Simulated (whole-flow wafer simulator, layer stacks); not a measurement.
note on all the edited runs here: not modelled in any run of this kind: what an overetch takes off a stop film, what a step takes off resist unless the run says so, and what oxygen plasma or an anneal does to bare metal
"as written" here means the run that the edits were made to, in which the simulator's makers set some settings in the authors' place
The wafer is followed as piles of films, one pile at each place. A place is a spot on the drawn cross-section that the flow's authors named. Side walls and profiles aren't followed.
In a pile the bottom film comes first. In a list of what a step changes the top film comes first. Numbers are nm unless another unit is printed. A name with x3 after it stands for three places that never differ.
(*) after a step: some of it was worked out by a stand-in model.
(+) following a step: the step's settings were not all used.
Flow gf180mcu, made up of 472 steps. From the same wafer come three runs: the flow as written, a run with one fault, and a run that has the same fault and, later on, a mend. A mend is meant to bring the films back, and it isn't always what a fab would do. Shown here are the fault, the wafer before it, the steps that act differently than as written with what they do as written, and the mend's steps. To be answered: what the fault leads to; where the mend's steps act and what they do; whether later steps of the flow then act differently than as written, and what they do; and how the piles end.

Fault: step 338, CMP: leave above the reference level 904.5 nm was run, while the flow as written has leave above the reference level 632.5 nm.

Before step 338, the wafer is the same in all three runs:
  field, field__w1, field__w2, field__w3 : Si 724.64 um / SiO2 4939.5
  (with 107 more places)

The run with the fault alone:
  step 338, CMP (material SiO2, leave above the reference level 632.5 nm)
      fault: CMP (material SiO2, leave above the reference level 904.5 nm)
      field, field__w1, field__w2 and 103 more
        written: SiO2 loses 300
        fault: SiO2 loses 28
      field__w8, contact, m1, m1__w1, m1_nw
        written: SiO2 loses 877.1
        fault: SiO2 loses 605.1
  Steps further on in the flow that do not act as written:
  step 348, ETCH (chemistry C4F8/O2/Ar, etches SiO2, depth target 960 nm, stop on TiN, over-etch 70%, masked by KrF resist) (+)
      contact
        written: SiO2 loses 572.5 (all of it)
        fault: SiO2 loses 844.5 (all of it)
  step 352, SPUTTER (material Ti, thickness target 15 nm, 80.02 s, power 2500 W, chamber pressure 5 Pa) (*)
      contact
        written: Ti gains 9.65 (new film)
        fault: Ti gains 8.25 (new film)
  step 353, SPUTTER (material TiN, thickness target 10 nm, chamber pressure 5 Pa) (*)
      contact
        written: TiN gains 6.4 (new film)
        fault: TiN gains 5.46 (new film)
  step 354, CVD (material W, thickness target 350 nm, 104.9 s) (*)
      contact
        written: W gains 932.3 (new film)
        fault: W gains 1206.6 (new film)
  At field, field__w1, field__w2 and 109 more, the piles at the end differ from the flow's by more than 2% or 0.5 nm, whichever is larger.
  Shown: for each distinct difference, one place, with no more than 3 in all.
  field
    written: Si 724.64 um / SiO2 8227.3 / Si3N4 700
    fault: Si 724.64 um / SiO2 8499.3 / Si3N4 700
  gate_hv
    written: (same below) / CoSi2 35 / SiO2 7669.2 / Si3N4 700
    fault: (same below) / CoSi2 35 / SiO2 7941.2 / Si3N4 700
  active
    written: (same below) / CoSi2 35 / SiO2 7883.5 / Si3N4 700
    fault: (same below) / CoSi2 35 / SiO2 8155.5 / Si3N4 700

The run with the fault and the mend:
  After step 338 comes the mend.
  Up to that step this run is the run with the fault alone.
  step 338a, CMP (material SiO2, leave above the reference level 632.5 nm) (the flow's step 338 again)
      field, field__w1, field__w2 and 108 more
        SiO2 loses 272
  None of the later steps of the flow acts differently than as written at any place that is followed.
  At every place that both follow, the piles at the end match the flow's.
